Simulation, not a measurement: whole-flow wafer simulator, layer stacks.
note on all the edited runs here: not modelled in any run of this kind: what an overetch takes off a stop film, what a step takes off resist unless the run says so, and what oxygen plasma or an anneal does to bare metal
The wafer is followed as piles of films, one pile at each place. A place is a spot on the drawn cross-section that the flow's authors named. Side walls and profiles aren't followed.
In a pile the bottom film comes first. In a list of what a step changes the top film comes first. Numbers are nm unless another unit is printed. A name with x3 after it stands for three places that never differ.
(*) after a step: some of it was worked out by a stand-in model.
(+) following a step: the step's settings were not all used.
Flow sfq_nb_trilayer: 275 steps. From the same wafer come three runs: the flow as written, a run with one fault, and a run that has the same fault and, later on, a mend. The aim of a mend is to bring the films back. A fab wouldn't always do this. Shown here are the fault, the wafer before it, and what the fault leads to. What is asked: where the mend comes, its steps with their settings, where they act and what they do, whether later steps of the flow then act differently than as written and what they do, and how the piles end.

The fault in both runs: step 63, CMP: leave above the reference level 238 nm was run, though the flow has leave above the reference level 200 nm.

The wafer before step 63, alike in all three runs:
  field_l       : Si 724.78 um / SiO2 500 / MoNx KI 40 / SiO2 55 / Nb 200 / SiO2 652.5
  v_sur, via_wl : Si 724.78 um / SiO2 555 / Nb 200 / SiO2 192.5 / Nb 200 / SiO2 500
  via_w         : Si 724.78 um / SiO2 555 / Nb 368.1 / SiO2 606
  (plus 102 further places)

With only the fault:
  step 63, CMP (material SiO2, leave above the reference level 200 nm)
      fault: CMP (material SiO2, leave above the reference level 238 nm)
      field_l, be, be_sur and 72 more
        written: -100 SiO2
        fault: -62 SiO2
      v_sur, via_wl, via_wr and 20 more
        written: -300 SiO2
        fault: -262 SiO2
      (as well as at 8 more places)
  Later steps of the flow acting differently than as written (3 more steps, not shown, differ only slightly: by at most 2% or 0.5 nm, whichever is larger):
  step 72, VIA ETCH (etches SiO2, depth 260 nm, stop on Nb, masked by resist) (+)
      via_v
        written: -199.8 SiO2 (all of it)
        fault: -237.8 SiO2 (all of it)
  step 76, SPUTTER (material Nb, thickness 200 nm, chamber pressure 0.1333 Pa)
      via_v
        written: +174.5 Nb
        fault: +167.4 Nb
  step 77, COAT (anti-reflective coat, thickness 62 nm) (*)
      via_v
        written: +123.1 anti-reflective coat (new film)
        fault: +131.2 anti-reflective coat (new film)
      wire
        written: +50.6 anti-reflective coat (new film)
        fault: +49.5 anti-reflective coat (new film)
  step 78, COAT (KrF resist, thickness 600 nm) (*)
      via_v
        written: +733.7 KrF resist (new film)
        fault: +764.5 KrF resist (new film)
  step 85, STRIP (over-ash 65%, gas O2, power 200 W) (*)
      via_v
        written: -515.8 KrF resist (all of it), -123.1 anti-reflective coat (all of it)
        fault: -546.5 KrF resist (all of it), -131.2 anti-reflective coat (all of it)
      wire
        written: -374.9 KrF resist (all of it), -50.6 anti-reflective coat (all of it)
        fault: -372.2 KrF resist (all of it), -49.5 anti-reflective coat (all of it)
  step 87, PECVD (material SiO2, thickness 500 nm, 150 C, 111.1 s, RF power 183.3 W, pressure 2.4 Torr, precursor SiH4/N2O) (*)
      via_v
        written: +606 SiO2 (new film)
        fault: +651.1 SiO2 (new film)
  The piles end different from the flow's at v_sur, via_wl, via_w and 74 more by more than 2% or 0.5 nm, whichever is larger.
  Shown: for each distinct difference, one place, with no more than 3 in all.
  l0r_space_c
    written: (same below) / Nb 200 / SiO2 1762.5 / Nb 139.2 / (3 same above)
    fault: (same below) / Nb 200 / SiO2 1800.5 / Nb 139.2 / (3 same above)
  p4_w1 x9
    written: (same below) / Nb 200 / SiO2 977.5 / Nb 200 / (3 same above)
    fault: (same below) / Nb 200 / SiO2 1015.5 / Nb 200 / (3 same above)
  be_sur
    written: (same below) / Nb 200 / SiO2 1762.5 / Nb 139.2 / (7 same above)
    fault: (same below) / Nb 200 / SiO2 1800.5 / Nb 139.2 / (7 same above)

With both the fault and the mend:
  The mend stands after step 70.
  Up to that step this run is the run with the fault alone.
  step 70a, STRIP (over-ash 65%, gas O2, power 200 W) (*)
      field_l, v_sur, via_wl and 102 more
        -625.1 KrF resist (all of it), -62 anti-reflective coat (all of it)
      via_v
        -62 anti-reflective coat (all of it)
  step 70b, CMP (material SiO2, leave above the reference level 200 nm) (the flow's step 63 again)
      field_l, v_sur, via_wl and 103 more
        -38 SiO2
  step 70c, COAT (anti-reflective coat, thickness 62 nm) (the flow's step 65 again)
      field_l, v_sur, via_wl and 103 more
        +62 anti-reflective coat (new film)
  step 70d, COAT (KrF resist, thickness 650 nm) (the flow's step 66 again)
      field_l, v_sur, via_wl and 103 more
        +650 KrF resist (new film)
  step 70e, SOFTBAKE (KrF resist) (the flow's step 67 again)
      alters no film at any place that is followed
  step 70f, EXPOSE (photomask I1, dose 11.91 mJ/cm2, NA 0.6, wavelength 248 nm) (*) (the flow's step 68 again)
      alters no film at any place that is followed
  step 70g, PEB (KrF resist, 90 s) (the flow's step 69 again)
      field_l, v_sur, via_wl and 103 more
        -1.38 KrF resist
  step 70h, DEVELOP (KrF resist, thickness 650 nm, 60 s) (the flow's step 70 again)
      field_l, v_sur, via_wl and 102 more
        -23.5 KrF resist
      via_v
        -648.6 KrF resist (all of it)
  Later steps of the flow that are run all act as written at every place that is followed.
  The piles end the same as the flow's at every place that both follow.
